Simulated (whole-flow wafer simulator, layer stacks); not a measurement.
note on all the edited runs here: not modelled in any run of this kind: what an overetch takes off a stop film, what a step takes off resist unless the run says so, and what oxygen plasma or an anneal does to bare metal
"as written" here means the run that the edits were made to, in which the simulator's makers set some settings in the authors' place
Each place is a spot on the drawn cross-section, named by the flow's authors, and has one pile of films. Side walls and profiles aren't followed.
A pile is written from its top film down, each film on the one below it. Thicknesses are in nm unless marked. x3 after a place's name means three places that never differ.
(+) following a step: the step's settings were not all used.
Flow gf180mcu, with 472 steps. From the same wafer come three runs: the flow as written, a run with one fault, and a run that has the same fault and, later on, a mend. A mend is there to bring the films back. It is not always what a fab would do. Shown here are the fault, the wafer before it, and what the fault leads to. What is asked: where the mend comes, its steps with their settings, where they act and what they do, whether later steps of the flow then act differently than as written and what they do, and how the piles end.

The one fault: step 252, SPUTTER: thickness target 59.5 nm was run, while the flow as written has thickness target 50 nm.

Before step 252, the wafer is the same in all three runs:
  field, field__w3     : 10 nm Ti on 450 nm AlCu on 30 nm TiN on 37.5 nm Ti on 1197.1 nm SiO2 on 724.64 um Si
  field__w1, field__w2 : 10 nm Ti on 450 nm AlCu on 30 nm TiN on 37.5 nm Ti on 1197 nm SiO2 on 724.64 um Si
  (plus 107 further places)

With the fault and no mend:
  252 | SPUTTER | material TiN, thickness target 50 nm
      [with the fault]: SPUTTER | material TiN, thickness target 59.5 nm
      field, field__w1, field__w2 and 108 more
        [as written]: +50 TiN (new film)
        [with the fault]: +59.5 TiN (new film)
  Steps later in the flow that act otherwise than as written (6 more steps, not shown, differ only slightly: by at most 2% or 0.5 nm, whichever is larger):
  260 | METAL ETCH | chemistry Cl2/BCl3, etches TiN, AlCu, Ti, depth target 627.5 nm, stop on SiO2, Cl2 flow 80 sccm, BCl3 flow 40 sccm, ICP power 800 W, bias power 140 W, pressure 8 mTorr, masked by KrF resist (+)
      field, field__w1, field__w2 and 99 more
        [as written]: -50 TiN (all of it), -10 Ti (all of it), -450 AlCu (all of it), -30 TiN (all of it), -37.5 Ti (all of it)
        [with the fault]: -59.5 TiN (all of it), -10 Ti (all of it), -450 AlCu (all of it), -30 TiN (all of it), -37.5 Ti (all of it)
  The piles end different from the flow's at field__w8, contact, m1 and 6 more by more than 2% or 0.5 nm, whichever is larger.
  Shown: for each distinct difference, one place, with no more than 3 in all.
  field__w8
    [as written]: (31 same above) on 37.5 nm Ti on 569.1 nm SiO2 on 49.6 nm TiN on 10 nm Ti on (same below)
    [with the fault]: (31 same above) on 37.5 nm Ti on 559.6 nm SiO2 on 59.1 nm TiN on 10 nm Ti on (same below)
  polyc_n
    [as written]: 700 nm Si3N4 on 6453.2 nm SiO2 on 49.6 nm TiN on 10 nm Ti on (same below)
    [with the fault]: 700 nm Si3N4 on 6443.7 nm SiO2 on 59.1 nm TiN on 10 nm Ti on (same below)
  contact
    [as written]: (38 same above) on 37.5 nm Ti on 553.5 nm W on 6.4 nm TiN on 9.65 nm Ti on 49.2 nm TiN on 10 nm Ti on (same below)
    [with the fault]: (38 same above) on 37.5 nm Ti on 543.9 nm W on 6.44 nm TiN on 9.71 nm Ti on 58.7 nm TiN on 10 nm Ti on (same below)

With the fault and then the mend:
  The mend follows step 252.
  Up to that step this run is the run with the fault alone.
  252a | METAL ETCH | chemistry Cl2/BCl3, etches TiN, AlCu, Ti, depth target 9.5 nm, Cl2 flow 80 sccm, BCl3 flow 40 sccm, ICP power 800 W, bias power 140 W, pressure 8 mTorr
      field, field__w1, field__w2 and 108 more
        -9.5 TiN
  Later steps of the flow that are run all act as written at every place that is followed.
  The piles end the same as the flow's at every place that both follow.
